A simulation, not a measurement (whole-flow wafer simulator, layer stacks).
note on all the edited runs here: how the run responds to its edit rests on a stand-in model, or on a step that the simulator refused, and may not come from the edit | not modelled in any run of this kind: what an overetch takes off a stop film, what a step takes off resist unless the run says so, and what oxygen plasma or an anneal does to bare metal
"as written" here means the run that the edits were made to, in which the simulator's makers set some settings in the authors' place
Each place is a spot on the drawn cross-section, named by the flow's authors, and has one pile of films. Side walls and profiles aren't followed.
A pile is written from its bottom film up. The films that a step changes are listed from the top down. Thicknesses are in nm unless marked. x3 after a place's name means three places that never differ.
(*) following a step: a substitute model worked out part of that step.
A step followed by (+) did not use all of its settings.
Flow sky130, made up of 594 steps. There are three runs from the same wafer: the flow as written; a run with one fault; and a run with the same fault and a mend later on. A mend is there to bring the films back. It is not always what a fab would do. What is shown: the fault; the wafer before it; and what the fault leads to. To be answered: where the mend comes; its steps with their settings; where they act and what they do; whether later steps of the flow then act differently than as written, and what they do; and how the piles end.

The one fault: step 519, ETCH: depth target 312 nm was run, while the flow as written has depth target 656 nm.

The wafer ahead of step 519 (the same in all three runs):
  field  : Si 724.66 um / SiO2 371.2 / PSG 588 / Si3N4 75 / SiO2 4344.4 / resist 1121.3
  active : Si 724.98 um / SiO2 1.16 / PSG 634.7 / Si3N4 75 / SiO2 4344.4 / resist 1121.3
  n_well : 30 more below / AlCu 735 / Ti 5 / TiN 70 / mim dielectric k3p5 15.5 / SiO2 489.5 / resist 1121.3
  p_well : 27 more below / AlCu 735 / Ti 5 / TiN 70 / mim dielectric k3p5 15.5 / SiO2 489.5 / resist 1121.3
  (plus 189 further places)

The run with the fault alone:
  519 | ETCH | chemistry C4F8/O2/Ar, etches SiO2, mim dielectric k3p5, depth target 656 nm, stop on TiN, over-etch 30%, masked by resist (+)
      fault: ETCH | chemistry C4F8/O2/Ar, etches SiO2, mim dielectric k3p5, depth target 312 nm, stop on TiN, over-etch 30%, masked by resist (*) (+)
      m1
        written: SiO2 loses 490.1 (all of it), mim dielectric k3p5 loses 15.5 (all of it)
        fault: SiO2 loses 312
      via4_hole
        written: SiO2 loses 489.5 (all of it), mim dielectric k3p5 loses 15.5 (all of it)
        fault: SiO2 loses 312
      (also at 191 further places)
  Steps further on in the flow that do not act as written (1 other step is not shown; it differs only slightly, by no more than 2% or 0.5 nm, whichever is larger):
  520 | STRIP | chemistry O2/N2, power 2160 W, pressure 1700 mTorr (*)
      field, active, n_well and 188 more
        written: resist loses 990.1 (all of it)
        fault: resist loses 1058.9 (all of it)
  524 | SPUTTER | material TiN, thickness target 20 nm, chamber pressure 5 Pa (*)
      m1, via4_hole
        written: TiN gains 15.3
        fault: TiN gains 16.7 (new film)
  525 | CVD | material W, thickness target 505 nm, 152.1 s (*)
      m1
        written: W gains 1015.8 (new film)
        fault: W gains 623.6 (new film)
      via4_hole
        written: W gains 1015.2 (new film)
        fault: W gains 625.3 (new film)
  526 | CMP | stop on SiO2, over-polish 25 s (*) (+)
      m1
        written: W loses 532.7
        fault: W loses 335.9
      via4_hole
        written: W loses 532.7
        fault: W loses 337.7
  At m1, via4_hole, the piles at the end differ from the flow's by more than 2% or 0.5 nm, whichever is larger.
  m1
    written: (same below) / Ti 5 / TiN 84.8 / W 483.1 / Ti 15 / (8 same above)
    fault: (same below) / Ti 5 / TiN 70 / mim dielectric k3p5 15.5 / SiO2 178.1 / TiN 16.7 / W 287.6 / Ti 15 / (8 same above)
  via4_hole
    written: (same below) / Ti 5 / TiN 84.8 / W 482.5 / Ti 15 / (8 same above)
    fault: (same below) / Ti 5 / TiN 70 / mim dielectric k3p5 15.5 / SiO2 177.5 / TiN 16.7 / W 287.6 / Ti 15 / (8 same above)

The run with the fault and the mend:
  The mend follows step 519.
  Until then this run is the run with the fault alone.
  519a | ETCH | chemistry C4F8/O2/Ar, etches SiO2, mim dielectric k3p5, depth target 344 nm, stop on TiN, over-etch 30%, masked by resist (+) (a further turn of the flow's step 519, with different settings)
      field, active, n_well and 188 more
        resist loses 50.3
      m1
        SiO2 loses 178.1 (all of it), mim dielectric k3p5 loses 15.5 (all of it)
      via4_hole
        SiO2 loses 177.5 (all of it), mim dielectric k3p5 loses 15.5 (all of it)
  Later steps of the flow that are run all act as written at every place that is followed, up to a difference of at most 2% or 0.5 nm, whichever is larger.
  The piles end the same as the flow's at every place that both follow.
